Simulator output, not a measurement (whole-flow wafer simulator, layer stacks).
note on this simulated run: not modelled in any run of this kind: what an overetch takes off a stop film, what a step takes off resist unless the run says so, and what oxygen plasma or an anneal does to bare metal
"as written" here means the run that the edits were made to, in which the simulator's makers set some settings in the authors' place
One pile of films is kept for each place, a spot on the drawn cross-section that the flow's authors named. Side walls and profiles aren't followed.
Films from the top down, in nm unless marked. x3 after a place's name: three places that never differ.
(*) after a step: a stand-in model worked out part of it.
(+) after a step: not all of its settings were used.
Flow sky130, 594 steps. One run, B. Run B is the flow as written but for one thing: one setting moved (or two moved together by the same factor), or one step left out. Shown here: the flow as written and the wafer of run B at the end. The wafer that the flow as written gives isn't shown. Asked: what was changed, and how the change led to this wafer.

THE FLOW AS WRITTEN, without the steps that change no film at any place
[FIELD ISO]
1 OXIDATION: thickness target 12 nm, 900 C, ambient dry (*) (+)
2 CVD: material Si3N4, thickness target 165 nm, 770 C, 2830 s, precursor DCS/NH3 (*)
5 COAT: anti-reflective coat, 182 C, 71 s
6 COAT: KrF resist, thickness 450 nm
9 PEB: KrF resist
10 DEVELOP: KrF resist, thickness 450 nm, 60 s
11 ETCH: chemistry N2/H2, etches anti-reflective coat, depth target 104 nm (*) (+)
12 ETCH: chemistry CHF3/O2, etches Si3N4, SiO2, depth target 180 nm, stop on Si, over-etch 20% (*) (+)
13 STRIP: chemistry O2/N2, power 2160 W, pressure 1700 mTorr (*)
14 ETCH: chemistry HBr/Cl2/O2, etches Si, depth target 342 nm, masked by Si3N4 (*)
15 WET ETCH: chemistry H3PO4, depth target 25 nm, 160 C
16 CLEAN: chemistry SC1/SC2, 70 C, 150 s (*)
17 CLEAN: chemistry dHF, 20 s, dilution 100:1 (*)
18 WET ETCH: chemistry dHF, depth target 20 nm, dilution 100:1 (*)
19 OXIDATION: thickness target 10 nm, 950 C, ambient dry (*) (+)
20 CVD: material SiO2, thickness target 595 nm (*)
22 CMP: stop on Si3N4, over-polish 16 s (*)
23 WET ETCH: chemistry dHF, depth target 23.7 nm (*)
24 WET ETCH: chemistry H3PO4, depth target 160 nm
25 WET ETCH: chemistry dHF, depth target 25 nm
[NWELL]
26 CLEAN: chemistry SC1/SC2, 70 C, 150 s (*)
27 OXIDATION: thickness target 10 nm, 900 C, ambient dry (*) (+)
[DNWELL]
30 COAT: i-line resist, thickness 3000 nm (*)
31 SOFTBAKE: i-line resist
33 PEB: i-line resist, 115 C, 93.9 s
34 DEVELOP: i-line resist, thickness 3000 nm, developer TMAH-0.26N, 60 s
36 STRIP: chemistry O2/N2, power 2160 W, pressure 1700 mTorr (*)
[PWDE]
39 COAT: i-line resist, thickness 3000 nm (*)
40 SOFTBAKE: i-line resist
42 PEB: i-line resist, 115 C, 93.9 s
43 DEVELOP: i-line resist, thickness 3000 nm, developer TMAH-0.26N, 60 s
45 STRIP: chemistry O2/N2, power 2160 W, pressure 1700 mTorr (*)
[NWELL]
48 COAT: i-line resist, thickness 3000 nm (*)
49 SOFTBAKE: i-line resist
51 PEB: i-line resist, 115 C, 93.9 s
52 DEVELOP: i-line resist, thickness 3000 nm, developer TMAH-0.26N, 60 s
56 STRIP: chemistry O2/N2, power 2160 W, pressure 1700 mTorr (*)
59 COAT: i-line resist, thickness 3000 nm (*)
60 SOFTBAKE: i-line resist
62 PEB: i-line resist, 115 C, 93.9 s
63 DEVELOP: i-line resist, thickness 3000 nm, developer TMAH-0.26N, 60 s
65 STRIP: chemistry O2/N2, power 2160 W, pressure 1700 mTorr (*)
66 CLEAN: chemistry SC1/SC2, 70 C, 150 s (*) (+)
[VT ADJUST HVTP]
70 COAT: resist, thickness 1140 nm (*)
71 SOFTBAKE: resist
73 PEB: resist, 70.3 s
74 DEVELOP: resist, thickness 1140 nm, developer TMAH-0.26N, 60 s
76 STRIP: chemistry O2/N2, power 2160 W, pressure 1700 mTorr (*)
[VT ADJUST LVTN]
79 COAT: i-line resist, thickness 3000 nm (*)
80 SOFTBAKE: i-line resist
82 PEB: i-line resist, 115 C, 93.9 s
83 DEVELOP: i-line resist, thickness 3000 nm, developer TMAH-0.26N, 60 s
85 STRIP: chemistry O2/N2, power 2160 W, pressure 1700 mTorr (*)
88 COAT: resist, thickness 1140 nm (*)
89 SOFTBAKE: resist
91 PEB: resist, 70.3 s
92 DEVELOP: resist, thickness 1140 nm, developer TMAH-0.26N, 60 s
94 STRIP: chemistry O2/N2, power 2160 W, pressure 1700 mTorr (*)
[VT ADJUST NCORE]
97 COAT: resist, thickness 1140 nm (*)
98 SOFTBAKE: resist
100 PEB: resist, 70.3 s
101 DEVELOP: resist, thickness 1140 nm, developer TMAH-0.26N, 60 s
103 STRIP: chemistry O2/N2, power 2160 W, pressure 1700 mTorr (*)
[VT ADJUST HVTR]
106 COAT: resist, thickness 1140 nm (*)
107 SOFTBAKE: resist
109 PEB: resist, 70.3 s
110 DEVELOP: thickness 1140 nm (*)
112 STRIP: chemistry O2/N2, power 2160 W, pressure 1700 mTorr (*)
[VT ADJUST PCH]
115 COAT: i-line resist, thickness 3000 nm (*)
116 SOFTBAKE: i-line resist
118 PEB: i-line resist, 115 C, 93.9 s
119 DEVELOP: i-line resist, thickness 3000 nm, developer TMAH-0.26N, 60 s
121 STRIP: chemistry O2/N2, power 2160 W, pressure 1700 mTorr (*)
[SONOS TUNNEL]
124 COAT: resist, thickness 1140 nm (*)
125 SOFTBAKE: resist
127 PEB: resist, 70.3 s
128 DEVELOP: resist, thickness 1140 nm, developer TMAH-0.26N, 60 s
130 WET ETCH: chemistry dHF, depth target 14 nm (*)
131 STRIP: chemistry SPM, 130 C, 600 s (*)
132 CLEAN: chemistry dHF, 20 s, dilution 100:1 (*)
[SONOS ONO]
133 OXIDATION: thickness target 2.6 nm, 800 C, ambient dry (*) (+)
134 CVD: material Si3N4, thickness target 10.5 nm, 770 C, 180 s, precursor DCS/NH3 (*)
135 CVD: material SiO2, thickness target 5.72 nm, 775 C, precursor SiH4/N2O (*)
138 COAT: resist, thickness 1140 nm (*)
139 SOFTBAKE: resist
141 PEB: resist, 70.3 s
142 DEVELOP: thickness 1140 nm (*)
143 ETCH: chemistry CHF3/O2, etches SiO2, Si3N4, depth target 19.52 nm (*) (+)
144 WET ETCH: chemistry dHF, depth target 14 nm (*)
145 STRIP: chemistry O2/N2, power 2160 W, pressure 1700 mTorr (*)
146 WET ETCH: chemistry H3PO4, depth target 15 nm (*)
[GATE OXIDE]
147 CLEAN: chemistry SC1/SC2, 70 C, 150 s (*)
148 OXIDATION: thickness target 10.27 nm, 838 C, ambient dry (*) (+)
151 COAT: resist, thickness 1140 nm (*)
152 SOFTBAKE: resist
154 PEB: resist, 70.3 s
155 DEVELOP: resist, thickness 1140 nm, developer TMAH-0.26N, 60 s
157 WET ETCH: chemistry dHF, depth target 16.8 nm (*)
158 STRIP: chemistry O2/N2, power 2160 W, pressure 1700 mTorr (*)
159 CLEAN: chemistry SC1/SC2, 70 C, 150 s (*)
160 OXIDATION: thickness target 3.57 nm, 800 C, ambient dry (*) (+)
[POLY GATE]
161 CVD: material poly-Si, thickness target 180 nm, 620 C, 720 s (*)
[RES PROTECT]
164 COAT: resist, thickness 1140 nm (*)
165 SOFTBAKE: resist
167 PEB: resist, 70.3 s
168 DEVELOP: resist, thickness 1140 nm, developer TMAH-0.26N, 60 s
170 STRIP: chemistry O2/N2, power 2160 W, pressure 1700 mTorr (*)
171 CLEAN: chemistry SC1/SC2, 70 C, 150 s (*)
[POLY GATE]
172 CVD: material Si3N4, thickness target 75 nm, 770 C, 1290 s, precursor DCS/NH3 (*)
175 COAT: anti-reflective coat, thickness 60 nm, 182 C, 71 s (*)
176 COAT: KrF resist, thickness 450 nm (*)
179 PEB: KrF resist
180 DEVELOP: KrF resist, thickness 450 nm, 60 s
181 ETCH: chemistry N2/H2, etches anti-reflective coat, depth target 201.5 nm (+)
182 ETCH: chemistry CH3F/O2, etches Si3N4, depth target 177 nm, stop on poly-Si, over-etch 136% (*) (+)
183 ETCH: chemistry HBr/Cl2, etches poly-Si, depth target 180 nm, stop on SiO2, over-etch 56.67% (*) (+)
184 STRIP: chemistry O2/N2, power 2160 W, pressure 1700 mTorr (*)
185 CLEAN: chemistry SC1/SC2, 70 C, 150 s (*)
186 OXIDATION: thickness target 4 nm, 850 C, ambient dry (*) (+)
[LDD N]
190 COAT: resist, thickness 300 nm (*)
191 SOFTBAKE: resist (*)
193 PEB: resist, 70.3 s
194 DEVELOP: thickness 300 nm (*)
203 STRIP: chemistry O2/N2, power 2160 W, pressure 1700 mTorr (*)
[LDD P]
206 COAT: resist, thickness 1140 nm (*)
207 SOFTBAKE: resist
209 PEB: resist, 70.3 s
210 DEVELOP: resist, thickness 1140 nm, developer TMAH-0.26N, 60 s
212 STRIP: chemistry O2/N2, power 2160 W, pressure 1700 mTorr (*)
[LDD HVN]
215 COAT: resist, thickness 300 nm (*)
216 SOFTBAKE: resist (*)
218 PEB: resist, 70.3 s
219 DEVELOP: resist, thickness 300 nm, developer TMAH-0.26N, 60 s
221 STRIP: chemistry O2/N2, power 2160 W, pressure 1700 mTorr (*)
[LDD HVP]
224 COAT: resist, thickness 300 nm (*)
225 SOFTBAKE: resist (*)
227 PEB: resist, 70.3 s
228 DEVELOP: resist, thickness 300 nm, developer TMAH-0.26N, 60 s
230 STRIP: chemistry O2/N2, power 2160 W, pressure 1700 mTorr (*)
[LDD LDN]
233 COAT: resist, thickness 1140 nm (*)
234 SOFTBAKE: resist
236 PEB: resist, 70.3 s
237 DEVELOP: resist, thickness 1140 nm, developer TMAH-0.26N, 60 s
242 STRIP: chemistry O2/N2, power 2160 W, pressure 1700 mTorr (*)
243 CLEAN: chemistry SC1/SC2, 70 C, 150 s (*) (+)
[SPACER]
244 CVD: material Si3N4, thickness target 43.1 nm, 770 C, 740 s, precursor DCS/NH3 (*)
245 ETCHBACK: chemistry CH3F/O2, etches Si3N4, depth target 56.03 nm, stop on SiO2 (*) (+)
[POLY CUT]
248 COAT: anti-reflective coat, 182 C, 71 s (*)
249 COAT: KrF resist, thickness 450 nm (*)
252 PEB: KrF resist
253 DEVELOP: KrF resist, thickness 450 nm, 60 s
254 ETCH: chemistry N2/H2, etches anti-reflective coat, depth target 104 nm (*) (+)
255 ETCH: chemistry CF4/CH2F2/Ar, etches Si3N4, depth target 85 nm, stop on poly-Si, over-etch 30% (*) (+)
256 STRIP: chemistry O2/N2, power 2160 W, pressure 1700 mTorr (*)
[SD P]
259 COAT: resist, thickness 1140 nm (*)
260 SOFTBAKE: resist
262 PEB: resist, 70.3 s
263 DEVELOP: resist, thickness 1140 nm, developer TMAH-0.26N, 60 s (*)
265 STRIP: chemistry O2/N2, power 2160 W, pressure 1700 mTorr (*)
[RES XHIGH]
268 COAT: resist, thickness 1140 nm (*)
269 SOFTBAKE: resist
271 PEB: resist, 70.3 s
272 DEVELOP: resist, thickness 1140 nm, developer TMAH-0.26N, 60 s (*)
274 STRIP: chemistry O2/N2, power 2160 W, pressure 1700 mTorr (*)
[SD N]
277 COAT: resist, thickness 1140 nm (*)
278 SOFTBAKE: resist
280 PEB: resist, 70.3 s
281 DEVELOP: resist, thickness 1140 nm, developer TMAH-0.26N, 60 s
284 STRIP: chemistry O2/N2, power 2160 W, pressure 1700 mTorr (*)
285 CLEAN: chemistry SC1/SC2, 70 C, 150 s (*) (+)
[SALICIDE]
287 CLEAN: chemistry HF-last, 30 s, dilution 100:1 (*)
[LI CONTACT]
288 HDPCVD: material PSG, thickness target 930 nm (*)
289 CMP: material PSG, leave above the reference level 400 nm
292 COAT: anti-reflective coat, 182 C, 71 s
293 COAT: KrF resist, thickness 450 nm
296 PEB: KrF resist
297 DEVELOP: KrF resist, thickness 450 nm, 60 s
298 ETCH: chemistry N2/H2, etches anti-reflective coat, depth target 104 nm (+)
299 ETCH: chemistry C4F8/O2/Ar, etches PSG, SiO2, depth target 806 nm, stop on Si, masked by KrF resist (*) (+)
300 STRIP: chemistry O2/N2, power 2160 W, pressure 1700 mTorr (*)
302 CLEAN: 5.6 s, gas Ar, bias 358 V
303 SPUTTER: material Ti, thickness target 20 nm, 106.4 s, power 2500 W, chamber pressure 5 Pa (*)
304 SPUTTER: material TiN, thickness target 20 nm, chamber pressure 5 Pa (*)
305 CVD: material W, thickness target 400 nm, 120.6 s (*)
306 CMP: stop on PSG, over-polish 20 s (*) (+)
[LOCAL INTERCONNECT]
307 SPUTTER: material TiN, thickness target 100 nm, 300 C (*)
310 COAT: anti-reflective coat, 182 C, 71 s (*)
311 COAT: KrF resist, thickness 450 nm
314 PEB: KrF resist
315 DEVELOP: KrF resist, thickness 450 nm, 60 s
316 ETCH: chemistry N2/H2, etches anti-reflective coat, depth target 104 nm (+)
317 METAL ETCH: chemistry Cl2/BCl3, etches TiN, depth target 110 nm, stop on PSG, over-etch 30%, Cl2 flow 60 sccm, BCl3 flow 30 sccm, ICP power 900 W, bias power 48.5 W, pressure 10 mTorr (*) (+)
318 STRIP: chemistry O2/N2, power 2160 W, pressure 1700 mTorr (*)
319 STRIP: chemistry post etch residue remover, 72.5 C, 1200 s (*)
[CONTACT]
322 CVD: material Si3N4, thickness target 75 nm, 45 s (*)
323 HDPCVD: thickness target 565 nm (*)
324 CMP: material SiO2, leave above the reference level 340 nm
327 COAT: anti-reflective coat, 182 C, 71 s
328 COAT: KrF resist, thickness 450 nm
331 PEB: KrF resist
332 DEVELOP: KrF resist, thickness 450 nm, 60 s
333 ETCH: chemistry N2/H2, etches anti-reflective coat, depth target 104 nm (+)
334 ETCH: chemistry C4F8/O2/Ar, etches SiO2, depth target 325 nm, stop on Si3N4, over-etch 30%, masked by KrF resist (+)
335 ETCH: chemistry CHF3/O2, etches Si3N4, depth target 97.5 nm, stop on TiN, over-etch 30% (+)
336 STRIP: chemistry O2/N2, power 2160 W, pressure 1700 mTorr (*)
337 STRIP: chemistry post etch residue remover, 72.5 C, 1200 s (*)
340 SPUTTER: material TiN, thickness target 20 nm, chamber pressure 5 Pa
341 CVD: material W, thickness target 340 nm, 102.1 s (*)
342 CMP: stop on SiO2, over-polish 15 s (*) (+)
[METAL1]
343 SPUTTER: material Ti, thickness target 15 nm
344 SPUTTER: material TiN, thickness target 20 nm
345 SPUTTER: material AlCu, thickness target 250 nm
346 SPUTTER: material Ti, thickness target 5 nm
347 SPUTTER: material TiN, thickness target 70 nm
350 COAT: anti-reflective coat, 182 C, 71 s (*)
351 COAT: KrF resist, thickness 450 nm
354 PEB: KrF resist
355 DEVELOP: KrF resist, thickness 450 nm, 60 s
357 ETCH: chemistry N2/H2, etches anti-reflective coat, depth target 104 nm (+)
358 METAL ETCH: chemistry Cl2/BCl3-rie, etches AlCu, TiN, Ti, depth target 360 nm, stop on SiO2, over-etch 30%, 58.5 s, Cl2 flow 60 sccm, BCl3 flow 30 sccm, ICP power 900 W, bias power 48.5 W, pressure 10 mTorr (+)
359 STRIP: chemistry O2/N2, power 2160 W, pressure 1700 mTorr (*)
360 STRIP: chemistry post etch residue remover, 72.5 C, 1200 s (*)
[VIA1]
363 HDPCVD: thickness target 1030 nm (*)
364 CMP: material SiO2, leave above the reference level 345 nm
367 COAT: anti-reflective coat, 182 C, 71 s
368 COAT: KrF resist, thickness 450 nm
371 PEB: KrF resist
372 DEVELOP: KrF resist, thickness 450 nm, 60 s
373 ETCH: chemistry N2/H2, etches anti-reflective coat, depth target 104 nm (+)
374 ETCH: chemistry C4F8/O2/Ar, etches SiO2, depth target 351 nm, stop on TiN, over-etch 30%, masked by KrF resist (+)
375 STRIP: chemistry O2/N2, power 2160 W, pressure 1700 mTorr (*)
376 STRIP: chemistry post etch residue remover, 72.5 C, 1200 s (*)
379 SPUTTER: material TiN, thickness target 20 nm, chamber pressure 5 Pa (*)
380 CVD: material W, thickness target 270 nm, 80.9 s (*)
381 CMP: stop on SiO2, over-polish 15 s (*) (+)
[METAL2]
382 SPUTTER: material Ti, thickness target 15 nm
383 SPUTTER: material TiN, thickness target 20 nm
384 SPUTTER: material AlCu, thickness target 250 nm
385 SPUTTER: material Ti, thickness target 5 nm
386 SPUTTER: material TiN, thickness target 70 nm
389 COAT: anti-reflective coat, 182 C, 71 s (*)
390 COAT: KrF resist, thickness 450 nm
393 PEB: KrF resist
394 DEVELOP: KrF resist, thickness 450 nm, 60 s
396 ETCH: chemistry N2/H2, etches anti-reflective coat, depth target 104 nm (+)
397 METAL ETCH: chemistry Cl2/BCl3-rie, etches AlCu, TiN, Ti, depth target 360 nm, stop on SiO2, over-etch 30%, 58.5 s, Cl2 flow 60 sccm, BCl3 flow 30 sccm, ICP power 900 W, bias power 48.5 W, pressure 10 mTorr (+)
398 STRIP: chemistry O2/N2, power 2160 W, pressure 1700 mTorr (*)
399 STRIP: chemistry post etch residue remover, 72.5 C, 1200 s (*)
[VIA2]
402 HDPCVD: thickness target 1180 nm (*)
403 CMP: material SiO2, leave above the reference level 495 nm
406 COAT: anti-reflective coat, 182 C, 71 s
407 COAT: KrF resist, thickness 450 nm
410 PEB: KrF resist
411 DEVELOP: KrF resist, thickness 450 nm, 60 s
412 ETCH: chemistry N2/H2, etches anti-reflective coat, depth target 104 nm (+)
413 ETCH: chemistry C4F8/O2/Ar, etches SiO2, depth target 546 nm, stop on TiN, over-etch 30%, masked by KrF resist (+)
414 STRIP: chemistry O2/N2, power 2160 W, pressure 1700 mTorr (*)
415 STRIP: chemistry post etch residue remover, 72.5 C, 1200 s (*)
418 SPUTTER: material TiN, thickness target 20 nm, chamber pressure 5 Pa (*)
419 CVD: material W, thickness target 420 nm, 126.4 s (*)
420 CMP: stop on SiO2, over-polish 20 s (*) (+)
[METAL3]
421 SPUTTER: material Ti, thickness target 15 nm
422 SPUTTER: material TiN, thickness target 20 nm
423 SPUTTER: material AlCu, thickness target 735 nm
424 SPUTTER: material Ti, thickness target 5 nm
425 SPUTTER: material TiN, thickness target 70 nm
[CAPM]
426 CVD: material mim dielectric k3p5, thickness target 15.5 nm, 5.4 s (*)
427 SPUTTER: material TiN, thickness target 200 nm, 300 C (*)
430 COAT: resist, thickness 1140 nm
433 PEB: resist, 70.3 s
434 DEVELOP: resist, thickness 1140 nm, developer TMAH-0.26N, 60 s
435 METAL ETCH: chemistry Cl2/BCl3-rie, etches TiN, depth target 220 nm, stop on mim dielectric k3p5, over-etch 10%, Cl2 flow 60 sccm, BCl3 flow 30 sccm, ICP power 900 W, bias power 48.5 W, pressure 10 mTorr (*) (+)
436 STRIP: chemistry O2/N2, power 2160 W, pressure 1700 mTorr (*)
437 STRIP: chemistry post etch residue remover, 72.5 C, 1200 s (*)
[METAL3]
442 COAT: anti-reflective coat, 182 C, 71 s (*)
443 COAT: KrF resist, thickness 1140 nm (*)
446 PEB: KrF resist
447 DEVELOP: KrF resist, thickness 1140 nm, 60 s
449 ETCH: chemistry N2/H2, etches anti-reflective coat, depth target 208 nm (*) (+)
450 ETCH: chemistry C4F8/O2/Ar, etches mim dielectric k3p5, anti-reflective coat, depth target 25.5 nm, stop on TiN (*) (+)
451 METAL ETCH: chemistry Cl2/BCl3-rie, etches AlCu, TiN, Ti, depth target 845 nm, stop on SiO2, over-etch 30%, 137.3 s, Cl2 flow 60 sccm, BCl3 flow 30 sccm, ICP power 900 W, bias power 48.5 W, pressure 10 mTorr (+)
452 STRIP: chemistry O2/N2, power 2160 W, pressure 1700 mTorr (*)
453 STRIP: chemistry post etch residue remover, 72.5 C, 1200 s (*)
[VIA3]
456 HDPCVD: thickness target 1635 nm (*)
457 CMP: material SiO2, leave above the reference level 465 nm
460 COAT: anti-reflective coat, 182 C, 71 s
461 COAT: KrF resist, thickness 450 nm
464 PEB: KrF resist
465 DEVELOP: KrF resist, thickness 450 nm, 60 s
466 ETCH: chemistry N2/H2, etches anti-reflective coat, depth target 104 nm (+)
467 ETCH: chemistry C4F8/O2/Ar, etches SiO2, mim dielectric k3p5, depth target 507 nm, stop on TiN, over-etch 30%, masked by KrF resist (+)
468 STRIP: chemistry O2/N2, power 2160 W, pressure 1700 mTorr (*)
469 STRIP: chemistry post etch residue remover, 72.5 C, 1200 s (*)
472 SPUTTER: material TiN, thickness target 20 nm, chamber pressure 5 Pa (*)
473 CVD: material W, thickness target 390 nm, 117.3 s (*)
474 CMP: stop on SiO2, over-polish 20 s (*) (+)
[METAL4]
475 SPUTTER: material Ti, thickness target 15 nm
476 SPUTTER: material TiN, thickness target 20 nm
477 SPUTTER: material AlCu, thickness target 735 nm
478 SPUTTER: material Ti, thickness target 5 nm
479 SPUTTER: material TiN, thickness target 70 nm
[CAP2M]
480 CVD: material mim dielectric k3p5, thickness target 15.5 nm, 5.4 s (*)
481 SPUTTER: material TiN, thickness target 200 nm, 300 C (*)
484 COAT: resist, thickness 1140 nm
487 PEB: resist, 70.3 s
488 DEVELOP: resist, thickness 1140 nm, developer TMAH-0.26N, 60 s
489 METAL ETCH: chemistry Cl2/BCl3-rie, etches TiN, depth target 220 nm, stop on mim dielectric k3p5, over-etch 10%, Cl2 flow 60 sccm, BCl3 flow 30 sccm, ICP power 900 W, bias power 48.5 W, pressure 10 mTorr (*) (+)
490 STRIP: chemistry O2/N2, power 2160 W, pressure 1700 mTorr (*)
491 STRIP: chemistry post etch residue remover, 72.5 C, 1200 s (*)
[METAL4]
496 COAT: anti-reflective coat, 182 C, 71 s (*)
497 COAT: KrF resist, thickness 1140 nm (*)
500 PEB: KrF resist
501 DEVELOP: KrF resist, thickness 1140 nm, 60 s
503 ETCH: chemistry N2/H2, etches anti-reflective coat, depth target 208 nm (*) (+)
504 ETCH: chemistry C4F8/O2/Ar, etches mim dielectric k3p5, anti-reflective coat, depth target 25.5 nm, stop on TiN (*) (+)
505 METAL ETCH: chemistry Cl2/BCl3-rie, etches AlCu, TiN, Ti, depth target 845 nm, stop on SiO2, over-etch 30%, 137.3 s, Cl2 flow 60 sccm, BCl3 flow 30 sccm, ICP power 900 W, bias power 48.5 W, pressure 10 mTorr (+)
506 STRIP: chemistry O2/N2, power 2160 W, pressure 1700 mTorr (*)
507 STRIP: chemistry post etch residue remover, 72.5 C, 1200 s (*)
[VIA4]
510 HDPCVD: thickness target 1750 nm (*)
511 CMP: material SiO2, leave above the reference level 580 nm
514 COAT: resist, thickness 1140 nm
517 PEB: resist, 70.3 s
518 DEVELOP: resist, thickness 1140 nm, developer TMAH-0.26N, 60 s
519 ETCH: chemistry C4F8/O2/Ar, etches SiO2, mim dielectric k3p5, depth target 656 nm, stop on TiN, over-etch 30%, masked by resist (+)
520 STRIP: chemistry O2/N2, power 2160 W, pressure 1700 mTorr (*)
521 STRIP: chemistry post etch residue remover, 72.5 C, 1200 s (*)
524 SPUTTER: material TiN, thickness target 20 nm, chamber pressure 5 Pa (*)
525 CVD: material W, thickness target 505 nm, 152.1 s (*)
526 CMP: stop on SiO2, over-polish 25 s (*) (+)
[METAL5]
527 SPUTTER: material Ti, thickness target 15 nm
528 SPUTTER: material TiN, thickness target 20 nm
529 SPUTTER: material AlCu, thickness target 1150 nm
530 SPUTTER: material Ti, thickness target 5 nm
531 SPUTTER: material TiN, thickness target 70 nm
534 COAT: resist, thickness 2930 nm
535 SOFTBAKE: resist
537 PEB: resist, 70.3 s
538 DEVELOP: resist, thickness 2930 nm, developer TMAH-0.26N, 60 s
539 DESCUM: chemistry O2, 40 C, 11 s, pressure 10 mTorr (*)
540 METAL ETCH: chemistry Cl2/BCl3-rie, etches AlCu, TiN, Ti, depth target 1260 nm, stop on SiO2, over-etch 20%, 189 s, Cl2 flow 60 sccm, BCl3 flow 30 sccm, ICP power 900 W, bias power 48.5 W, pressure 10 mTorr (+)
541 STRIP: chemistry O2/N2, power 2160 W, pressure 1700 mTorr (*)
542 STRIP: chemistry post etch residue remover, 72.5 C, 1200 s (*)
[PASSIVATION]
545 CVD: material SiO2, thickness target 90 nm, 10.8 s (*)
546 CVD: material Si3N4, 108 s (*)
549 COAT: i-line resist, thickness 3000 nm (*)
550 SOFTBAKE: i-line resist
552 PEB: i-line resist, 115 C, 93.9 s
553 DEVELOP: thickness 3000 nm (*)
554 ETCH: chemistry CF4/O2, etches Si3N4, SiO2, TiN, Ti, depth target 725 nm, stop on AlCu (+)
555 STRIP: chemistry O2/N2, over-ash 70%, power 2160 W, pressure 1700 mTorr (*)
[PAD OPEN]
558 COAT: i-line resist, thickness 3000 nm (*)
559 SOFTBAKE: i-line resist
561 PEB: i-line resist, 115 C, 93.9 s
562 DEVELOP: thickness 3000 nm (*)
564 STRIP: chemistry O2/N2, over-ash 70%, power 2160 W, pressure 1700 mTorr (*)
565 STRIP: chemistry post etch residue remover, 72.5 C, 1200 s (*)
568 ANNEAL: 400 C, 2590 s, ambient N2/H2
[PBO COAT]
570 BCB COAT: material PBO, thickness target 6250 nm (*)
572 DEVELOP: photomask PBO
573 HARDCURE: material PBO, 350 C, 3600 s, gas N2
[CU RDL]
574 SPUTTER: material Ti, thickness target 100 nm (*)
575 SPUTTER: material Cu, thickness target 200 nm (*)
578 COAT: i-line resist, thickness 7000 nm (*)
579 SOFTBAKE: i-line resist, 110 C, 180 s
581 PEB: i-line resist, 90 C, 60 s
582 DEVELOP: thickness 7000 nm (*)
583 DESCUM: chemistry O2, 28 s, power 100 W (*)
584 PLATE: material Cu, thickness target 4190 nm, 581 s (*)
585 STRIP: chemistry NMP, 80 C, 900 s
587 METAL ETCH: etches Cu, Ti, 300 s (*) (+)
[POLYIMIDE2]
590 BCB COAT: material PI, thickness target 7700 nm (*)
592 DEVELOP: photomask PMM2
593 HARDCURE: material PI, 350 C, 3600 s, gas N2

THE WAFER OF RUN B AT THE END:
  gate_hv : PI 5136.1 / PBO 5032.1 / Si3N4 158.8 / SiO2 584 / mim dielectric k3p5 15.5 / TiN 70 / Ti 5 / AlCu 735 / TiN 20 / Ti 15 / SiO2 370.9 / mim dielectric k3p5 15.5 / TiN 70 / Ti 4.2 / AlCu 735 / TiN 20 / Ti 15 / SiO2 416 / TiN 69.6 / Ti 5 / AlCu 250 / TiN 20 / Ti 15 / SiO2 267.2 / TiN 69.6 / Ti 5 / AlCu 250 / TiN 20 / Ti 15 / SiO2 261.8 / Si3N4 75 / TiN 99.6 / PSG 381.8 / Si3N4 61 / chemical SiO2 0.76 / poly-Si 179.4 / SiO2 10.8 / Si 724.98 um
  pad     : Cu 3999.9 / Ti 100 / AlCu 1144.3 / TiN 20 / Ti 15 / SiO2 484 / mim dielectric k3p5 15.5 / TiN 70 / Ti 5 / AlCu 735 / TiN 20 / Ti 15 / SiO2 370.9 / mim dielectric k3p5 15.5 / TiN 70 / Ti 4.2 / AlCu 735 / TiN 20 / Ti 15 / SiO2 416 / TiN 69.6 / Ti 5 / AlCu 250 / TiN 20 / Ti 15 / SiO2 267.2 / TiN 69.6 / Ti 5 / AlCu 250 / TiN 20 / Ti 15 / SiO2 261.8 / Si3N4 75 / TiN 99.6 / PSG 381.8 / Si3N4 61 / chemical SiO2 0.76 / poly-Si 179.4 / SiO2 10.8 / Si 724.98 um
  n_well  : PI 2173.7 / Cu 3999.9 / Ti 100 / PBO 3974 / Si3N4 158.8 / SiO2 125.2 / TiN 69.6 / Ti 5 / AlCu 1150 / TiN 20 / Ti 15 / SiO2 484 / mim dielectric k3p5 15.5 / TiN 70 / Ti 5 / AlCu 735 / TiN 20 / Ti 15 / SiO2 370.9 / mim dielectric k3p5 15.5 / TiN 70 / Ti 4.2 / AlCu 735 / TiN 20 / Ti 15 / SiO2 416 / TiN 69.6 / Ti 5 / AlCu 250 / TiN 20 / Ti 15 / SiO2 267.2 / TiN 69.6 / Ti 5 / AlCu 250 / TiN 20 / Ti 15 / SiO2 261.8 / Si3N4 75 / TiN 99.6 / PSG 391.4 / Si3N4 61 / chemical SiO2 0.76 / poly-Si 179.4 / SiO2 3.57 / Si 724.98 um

The cause: step 424, SPUTTER: thickness target 4.2 nm was run, where the flow has thickness target 5 nm.
It can be read off the wafer: gate_hv has Ti 4.2, and step 424 as written asks for 5 nm.

How the change led to this, step by step:
  424 SPUTTER: material Ti, thickness target 5 nm
      field, active, n_well and 188 more: Ti +4.2 (new film) (as written it would be: Ti +5 (new film))
  451 METAL ETCH: chemistry Cl2/BCl3-rie, etches AlCu, TiN, Ti, depth target 845 nm, stop on SiO2, over-etch 30%, 137.3 s, Cl2 flow 60 sccm, BCl3 flow 30 sccm, ICP power 900 W, bias power 48.5 W, pressure 10 mTorr (+)
      field, gate, spacer and 68 more: TiN -70 (all of it), Ti -4.2 (all of it), AlCu -735 (all of it), TiN -20 (all of it), Ti -15 (all of it), SiO2 -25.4 (as written it would be: TiN -70 (all of it), Ti -5 (all of it), AlCu -735 (all of it), TiN -20 (all of it), Ti -15 (all of it), SiO2 -25.4)
      active, vpp_ln, vpp_iso2 and 11 more: TiN -70 (all of it), Ti -4.2 (all of it), AlCu -735 (all of it), TiN -20 (all of it), Ti -15 (all of it), SiO2 -25.4 (as written it would be: TiN -70 (all of it), Ti -5 (all of it), AlCu -735 (all of it), TiN -20 (all of it), Ti -15 (all of it), SiO2 -25.3)
